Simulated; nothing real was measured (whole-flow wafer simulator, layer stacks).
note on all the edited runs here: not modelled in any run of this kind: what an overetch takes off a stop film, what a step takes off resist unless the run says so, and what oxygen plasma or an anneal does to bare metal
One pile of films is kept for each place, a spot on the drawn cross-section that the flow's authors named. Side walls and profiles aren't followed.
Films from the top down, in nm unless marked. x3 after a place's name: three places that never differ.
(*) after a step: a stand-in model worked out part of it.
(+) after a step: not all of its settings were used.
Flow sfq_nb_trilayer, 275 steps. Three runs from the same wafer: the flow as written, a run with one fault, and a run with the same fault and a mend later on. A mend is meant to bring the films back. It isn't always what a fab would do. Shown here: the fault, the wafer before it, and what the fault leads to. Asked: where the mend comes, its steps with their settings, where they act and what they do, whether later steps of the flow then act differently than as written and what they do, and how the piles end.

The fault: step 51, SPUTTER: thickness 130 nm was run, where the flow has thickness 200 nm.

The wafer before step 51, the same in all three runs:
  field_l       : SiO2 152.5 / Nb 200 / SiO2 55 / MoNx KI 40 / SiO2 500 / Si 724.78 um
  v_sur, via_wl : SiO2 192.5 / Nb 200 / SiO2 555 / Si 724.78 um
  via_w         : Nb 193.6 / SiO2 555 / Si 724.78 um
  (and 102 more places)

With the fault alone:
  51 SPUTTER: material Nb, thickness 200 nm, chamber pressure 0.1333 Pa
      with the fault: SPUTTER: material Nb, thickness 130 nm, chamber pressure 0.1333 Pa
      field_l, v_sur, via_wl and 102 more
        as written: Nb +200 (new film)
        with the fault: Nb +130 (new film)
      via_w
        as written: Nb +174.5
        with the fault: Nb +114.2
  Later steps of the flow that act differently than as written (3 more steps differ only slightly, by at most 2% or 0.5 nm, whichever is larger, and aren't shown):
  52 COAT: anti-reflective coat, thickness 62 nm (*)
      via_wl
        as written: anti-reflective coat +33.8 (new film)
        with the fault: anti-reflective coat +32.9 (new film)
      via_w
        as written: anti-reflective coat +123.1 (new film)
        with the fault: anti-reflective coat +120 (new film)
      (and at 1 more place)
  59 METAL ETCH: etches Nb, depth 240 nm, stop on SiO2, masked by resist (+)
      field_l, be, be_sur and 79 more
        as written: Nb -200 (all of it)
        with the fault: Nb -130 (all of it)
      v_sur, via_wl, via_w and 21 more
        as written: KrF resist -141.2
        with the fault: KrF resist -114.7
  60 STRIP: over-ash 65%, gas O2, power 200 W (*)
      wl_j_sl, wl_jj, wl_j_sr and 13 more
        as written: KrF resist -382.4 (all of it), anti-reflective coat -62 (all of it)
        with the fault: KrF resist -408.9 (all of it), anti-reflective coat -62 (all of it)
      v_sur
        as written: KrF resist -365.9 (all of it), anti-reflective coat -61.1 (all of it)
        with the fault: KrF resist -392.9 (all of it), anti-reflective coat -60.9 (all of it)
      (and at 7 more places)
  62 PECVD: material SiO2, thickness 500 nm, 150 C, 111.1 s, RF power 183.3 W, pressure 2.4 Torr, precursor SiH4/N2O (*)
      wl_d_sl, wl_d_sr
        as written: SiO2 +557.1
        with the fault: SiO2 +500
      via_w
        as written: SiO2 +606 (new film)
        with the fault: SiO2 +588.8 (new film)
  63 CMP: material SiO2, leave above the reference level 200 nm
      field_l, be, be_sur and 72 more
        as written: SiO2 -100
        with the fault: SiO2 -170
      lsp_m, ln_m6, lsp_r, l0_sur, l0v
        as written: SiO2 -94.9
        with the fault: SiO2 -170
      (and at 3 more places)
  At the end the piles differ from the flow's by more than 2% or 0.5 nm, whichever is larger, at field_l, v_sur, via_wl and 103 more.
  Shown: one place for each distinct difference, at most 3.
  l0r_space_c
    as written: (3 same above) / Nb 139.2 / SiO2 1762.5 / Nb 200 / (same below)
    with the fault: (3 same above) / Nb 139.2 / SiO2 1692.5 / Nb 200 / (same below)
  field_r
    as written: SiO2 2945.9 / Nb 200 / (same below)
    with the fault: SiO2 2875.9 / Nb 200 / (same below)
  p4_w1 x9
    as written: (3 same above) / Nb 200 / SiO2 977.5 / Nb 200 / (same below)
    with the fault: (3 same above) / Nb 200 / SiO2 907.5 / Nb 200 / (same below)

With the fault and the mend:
  The mend comes after step 51.
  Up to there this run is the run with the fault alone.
  51a SPUTTER: material Nb, thickness 70 nm, chamber pressure 0.1333 Pa (the flow's step 51 once more, with other settings)
      field_l, v_sur, via_wl and 102 more
        Nb +70
      via_w
        Nb +56.2
  No later step of the flow acts differently than as written, at any place that is followed, by more than 2% or 0.5 nm, whichever is larger.
  At the end the piles differ from the flow's only slightly at the places that both follow, by at most 2% or 0.5 nm, whichever is larger.
